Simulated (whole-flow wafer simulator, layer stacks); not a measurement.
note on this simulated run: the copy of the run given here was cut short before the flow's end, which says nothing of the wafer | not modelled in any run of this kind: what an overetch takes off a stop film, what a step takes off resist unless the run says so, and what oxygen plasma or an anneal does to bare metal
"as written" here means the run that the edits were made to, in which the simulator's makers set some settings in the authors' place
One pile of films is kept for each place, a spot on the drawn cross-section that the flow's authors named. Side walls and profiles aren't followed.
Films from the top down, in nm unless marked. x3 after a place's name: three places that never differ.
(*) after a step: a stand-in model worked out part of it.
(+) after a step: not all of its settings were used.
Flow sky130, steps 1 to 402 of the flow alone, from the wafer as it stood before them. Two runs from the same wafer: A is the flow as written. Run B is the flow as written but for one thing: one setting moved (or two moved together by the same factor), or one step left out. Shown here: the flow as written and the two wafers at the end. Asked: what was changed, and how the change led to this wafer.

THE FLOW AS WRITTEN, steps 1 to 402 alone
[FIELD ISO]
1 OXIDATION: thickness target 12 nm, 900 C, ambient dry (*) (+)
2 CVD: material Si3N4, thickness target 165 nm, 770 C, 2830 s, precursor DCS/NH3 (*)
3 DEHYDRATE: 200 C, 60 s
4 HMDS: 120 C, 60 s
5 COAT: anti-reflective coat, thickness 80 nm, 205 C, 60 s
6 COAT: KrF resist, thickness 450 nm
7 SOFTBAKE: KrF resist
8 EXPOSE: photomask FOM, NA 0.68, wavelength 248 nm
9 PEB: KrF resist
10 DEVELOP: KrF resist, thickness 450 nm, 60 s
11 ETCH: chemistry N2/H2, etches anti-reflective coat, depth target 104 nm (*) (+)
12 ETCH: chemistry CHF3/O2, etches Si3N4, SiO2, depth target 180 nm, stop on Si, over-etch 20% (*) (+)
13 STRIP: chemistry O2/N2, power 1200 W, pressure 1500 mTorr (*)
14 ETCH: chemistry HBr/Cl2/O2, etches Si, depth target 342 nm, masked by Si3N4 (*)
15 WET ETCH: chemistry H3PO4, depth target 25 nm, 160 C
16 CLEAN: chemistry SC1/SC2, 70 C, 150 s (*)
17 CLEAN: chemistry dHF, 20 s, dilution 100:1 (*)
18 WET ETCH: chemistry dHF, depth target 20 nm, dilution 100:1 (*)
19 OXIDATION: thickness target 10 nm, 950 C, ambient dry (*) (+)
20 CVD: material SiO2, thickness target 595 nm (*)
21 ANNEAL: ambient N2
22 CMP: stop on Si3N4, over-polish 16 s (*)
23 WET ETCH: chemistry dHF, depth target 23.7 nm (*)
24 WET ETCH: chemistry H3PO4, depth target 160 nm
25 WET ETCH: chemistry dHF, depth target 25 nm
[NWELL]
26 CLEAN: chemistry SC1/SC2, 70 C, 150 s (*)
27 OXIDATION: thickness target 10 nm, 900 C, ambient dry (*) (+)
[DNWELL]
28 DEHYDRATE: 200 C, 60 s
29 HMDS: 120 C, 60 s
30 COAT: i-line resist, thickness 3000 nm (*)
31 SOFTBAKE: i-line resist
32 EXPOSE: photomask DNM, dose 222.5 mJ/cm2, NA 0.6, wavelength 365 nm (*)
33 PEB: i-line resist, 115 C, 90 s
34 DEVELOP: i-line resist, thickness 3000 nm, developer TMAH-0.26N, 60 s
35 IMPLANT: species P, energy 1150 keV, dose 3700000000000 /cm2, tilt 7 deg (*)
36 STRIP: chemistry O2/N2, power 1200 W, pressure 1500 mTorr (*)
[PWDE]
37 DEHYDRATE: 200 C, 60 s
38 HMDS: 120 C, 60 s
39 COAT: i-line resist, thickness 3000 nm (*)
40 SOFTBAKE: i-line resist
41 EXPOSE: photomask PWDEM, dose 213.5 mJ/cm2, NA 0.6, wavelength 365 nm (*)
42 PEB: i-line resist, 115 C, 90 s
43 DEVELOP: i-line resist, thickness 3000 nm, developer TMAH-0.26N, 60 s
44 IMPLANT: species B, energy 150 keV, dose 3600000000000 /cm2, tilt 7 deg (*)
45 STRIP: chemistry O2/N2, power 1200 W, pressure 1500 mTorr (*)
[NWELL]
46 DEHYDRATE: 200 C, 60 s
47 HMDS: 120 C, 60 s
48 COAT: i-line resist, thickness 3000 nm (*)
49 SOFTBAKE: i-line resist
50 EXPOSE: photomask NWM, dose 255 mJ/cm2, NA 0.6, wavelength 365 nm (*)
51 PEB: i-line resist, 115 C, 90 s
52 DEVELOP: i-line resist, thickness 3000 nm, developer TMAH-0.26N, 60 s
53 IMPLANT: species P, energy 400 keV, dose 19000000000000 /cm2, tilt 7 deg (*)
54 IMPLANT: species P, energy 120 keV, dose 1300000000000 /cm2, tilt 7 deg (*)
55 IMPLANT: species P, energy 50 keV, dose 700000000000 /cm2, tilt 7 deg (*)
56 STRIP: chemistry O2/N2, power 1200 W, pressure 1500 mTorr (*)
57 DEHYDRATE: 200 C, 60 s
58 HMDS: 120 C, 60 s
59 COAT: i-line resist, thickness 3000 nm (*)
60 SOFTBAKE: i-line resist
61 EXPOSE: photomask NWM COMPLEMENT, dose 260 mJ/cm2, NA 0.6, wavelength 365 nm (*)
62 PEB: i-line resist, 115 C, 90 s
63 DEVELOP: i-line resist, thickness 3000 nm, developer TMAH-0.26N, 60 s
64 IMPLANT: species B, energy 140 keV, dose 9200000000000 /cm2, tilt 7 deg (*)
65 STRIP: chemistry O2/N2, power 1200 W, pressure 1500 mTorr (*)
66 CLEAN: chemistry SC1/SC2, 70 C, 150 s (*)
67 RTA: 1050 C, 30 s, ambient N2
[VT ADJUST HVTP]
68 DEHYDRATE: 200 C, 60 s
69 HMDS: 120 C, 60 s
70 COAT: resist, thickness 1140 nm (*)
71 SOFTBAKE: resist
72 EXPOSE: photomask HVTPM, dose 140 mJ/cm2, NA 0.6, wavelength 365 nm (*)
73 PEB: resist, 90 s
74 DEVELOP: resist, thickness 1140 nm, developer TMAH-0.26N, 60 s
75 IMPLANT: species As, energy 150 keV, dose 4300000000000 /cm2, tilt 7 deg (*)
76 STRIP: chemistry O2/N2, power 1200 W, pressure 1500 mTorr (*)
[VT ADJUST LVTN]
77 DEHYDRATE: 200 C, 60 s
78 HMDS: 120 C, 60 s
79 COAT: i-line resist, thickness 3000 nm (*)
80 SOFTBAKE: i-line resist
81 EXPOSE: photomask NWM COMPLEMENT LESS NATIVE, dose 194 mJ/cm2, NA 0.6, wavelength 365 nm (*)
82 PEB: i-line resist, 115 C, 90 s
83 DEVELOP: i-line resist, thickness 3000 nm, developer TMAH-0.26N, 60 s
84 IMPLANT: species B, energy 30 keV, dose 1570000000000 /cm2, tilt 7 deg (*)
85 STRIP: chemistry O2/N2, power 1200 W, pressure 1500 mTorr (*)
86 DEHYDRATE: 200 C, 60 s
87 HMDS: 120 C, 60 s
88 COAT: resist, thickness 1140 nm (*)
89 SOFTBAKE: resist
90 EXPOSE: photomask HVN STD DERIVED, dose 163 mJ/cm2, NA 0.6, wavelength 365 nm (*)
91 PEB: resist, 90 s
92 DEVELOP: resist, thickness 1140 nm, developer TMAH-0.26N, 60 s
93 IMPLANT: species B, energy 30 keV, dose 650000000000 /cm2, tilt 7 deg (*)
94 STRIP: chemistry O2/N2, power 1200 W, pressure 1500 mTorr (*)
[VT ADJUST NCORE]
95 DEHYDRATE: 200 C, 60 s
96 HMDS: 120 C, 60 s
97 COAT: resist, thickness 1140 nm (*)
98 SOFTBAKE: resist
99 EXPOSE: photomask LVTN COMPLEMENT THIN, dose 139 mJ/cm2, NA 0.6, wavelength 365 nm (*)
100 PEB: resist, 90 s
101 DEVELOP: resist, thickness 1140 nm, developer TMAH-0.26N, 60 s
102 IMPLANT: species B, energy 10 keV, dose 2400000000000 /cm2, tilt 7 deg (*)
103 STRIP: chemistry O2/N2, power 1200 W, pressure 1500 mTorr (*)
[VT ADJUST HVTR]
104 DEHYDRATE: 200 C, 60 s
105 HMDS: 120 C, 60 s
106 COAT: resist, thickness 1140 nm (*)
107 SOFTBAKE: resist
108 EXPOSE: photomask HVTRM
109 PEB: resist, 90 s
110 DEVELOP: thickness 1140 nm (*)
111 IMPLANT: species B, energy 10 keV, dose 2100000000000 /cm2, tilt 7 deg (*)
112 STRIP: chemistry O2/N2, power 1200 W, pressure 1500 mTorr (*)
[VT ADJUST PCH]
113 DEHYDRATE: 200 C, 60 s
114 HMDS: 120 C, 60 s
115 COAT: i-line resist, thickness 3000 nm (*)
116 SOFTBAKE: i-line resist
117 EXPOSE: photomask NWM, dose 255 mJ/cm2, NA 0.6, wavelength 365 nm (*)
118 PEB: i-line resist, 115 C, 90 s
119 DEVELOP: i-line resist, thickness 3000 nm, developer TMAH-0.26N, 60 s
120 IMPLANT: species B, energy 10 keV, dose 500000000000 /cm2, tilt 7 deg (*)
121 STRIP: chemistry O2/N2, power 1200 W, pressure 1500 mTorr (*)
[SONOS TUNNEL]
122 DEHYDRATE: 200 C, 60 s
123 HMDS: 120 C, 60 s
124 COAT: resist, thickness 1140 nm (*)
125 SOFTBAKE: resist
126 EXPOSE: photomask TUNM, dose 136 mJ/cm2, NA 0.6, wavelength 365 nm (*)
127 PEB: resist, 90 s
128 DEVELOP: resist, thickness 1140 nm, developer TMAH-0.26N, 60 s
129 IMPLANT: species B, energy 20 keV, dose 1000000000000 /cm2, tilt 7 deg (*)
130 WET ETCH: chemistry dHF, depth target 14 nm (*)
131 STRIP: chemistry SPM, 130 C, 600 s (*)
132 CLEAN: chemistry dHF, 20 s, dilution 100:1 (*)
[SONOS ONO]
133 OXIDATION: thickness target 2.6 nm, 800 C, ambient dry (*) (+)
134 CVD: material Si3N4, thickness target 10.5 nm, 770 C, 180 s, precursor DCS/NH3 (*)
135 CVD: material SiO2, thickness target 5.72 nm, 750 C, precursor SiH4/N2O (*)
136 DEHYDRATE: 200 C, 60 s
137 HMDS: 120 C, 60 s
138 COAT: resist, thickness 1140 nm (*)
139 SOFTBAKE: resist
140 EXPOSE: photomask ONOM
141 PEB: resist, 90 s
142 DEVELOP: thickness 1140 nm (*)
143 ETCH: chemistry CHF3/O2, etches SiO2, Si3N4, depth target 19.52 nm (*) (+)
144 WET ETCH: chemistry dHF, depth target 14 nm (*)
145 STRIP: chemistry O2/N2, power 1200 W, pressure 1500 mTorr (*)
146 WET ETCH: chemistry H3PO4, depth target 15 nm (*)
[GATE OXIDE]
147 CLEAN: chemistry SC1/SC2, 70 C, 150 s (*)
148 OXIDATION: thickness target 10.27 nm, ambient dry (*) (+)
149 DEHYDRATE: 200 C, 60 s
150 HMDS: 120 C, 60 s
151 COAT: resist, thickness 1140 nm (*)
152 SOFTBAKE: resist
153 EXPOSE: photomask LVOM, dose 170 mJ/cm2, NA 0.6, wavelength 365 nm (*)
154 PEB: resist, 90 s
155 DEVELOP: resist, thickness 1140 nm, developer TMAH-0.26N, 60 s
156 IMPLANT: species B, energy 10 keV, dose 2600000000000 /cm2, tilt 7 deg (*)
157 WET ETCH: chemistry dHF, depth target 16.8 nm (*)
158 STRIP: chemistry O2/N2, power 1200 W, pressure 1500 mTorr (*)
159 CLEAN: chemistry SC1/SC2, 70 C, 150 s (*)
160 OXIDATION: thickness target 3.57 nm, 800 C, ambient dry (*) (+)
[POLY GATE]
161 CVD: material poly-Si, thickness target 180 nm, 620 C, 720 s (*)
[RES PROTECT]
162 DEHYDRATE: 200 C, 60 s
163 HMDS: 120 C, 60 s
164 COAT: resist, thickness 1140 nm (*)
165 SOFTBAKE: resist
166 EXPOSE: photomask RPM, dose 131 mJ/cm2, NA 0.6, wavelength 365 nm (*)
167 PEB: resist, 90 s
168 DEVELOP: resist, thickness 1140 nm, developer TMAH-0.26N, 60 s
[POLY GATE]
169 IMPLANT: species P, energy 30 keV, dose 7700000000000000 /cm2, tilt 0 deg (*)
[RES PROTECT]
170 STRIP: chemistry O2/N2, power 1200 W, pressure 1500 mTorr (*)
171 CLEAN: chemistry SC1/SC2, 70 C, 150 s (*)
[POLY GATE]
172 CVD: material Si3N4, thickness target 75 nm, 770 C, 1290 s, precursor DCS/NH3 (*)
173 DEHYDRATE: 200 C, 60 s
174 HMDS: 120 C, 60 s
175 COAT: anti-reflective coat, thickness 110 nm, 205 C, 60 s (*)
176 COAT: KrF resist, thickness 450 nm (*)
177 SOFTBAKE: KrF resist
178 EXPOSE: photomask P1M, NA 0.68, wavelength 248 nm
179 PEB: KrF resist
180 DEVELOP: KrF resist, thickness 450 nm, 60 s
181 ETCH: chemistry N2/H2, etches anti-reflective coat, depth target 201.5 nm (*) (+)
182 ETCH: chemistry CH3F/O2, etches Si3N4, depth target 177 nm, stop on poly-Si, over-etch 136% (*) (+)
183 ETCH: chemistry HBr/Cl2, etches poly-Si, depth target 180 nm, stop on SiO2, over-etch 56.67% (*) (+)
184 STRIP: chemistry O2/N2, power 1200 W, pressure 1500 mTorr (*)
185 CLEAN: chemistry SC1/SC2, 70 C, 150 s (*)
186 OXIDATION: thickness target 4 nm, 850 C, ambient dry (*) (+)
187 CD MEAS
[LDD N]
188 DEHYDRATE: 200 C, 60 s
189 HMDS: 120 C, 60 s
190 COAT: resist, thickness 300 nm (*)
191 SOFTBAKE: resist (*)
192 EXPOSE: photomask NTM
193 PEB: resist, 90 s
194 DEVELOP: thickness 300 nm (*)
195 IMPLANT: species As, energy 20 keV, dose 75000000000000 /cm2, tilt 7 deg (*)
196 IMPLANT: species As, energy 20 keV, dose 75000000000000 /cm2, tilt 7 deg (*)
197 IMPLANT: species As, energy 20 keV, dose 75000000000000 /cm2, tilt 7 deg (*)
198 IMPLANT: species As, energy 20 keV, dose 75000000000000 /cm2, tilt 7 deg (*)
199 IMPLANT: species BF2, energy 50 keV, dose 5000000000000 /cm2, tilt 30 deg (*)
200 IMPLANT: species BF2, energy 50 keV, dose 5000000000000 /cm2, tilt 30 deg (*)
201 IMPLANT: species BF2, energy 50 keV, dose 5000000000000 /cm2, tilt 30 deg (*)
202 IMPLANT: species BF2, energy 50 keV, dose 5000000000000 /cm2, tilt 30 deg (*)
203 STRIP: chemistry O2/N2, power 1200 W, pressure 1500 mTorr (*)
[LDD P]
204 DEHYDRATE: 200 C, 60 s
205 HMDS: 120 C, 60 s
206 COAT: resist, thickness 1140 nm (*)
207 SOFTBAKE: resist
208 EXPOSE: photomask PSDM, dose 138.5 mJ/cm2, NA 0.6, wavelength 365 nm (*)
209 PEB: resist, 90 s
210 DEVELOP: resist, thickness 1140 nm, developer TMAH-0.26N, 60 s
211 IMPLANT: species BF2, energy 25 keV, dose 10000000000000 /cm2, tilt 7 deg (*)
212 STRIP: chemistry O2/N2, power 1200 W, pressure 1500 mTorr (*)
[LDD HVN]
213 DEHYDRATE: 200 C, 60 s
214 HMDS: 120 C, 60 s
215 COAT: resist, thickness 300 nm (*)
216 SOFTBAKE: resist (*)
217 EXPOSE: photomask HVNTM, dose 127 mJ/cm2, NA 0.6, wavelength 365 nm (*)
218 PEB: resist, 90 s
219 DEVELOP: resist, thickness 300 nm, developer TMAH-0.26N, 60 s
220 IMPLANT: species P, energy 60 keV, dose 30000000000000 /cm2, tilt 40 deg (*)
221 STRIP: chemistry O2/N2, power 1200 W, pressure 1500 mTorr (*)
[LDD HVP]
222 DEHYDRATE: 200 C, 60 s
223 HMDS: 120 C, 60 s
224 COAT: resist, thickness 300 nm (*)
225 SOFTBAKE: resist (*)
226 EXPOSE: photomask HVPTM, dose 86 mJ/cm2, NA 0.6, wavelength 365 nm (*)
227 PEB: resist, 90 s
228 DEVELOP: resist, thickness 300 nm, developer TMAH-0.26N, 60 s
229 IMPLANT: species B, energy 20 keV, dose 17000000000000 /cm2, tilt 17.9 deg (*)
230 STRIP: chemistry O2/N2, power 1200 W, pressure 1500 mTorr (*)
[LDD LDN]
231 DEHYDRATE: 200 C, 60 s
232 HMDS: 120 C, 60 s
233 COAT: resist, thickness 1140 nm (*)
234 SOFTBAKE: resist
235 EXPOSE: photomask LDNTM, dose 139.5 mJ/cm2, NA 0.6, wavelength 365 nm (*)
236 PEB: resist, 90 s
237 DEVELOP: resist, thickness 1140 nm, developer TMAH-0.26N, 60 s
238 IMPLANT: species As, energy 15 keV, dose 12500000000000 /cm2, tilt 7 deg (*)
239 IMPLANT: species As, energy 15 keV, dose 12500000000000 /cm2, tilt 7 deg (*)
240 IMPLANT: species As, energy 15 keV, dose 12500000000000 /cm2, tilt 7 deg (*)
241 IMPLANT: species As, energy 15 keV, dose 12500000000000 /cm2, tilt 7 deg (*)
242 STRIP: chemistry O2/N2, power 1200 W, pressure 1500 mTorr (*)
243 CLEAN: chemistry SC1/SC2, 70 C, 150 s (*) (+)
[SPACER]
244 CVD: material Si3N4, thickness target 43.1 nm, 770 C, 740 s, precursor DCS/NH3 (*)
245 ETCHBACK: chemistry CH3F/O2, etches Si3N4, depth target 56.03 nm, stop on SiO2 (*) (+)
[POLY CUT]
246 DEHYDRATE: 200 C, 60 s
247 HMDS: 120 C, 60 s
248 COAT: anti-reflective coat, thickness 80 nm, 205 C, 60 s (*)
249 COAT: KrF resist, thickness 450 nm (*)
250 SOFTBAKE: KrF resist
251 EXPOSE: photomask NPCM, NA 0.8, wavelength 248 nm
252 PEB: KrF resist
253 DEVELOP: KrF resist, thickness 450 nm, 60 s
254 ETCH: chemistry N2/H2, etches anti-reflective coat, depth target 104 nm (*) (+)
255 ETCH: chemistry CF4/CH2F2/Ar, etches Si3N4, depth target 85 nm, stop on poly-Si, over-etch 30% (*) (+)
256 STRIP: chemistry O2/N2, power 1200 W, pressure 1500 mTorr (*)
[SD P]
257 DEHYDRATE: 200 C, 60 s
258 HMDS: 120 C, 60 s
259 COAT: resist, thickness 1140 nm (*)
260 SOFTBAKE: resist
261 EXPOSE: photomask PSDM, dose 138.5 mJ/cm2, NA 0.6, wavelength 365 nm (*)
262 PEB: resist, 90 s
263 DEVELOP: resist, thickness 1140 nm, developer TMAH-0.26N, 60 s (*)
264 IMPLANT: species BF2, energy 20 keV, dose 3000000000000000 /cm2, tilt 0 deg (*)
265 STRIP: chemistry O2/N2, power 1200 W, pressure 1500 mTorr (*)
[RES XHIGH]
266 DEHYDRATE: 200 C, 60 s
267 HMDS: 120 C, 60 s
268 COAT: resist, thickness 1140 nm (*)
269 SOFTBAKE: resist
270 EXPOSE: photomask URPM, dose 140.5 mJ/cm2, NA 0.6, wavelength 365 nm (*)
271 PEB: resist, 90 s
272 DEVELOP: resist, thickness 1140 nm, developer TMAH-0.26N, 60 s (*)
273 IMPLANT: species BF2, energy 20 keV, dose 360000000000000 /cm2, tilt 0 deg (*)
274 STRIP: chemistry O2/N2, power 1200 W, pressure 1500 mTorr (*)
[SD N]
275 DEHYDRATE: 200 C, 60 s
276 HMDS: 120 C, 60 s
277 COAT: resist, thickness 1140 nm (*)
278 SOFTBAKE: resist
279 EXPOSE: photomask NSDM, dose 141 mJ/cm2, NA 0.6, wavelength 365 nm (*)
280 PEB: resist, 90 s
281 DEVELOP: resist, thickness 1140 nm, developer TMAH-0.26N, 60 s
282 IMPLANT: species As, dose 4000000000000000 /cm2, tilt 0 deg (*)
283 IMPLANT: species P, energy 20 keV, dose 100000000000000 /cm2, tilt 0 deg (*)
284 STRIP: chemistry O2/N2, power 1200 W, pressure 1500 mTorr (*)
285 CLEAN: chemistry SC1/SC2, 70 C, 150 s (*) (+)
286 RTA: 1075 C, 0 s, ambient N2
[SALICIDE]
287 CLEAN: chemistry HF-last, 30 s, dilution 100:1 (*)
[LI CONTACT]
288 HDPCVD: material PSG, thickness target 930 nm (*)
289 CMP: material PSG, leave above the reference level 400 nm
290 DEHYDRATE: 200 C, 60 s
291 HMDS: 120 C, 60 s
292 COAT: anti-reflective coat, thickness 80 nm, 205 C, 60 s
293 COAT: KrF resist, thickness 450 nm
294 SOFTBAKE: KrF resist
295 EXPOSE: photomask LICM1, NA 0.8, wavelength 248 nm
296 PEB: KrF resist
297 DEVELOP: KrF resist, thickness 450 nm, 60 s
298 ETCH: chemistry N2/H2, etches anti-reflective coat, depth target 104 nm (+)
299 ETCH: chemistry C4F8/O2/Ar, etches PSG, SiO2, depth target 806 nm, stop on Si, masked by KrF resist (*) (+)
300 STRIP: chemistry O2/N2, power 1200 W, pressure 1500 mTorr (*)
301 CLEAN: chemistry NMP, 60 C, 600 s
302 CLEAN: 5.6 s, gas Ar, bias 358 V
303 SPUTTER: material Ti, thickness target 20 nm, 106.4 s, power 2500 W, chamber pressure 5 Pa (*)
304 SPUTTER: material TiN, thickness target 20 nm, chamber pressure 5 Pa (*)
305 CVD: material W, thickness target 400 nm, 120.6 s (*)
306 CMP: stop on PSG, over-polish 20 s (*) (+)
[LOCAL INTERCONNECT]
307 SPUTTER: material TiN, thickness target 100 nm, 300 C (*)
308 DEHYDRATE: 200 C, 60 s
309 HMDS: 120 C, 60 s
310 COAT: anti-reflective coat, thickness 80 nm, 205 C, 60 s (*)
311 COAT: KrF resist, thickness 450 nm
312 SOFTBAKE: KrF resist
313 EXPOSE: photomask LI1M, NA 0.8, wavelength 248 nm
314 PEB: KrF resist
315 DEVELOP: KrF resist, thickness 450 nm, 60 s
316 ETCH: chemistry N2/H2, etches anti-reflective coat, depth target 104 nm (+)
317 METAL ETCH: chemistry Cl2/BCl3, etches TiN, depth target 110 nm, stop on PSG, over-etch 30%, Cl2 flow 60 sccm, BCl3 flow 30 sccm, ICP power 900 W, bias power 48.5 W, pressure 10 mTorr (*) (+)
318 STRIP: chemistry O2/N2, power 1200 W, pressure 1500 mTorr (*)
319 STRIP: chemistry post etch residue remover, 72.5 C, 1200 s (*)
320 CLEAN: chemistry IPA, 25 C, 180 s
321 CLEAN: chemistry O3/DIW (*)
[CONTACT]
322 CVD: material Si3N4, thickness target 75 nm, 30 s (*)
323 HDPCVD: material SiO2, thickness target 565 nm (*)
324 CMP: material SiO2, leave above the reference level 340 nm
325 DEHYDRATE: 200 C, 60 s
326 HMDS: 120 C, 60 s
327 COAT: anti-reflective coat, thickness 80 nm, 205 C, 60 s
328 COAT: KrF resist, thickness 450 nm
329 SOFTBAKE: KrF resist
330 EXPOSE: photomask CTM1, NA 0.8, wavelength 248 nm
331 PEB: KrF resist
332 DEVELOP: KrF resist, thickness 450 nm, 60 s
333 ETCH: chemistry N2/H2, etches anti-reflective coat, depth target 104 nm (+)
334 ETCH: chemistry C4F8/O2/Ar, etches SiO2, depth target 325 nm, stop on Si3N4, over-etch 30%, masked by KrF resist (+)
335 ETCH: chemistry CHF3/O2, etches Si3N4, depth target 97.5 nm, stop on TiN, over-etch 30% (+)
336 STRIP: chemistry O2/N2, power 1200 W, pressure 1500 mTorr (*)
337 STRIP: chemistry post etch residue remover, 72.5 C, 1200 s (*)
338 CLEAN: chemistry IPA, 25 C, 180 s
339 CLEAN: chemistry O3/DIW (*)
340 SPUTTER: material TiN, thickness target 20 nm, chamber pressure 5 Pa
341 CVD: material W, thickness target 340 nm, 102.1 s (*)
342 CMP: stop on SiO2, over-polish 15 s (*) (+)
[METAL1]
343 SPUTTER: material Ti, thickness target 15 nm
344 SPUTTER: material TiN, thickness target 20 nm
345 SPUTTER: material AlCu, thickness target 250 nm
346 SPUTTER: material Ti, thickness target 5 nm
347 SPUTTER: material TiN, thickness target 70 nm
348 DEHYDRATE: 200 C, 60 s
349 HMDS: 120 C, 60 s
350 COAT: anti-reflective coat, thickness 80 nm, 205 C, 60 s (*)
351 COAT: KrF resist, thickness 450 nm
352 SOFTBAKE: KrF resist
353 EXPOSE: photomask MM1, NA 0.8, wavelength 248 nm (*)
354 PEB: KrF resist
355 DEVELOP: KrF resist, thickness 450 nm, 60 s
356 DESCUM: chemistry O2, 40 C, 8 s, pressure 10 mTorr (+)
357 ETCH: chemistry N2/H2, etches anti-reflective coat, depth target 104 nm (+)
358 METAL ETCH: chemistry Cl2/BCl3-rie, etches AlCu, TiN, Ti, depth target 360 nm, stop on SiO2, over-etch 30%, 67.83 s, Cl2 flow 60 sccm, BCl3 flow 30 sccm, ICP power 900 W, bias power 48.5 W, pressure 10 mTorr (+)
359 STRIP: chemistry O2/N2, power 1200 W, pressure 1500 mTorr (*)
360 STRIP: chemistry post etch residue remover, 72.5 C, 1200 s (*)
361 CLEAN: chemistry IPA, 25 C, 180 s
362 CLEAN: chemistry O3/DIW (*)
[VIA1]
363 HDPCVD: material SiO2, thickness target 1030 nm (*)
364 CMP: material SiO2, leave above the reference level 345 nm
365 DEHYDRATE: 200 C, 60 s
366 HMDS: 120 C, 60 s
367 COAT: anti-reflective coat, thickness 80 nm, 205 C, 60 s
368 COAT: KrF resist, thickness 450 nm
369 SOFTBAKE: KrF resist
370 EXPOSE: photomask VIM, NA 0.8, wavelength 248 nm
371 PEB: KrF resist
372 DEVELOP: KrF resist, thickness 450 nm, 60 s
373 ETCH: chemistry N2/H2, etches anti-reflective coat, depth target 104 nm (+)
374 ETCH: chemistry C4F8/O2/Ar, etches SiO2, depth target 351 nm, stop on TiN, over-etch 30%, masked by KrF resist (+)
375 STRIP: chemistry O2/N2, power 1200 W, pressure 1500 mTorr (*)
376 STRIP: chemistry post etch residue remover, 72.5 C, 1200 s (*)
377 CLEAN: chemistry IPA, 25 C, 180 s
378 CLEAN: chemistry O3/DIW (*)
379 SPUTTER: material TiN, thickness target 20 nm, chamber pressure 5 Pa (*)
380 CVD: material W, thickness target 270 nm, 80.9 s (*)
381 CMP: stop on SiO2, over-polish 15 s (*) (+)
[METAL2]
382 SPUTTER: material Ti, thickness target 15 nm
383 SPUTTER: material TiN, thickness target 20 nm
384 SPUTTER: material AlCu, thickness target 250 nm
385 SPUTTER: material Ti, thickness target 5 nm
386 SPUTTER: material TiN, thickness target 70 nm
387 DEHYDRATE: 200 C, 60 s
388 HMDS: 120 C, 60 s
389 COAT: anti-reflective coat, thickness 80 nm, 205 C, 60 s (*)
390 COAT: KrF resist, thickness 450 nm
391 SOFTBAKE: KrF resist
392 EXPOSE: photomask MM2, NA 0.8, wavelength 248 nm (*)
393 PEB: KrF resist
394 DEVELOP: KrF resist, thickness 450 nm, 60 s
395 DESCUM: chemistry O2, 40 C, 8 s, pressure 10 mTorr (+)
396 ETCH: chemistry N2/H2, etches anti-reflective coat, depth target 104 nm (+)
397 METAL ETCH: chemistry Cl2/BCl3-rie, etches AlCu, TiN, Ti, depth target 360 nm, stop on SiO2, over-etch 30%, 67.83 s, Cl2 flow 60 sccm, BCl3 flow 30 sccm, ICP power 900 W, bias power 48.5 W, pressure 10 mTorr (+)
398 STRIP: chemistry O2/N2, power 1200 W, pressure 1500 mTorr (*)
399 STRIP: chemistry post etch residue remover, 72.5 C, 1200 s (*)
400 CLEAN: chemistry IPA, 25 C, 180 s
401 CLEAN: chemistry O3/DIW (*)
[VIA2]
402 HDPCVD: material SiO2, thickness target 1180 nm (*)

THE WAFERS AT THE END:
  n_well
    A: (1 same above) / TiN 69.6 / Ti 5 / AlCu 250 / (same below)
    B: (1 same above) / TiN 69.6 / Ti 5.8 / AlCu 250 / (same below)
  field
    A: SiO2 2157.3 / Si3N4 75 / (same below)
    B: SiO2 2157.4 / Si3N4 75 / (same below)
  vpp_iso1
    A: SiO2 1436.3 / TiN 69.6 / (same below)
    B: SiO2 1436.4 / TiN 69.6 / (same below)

The cause: step 385, SPUTTER: thickness target 5.8 nm was run, where the flow has thickness target 5 nm.
It can be read off the wafer: n_well has Ti 5.8, and step 385 as written asks for 5 nm.

How the change led to this, step by step:
  385 SPUTTER: material Ti, thickness target 5 nm
      field, active, n_well and 188 more: A Ti +5 (new film) | B Ti +5.8 (new film)
  397 METAL ETCH: chemistry Cl2/BCl3-rie, etches AlCu, TiN, Ti, depth target 360 nm, stop on SiO2, over-etch 30%, 67.83 s, Cl2 flow 60 sccm, BCl3 flow 30 sccm, ICP power 900 W, bias power 48.5 W, pressure 10 mTorr (+)
      field, active, gate and 82 more: A TiN -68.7 (all of it), Ti -5 (all of it), AlCu -250 (all of it), TiN -20 (all of it), Ti -15 (all of it), SiO2 -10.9 | B TiN -68.7 (all of it), Ti -5.8 (all of it), AlCu -250 (all of it), TiN -20 (all of it), Ti -15 (all of it), SiO2 -10.9
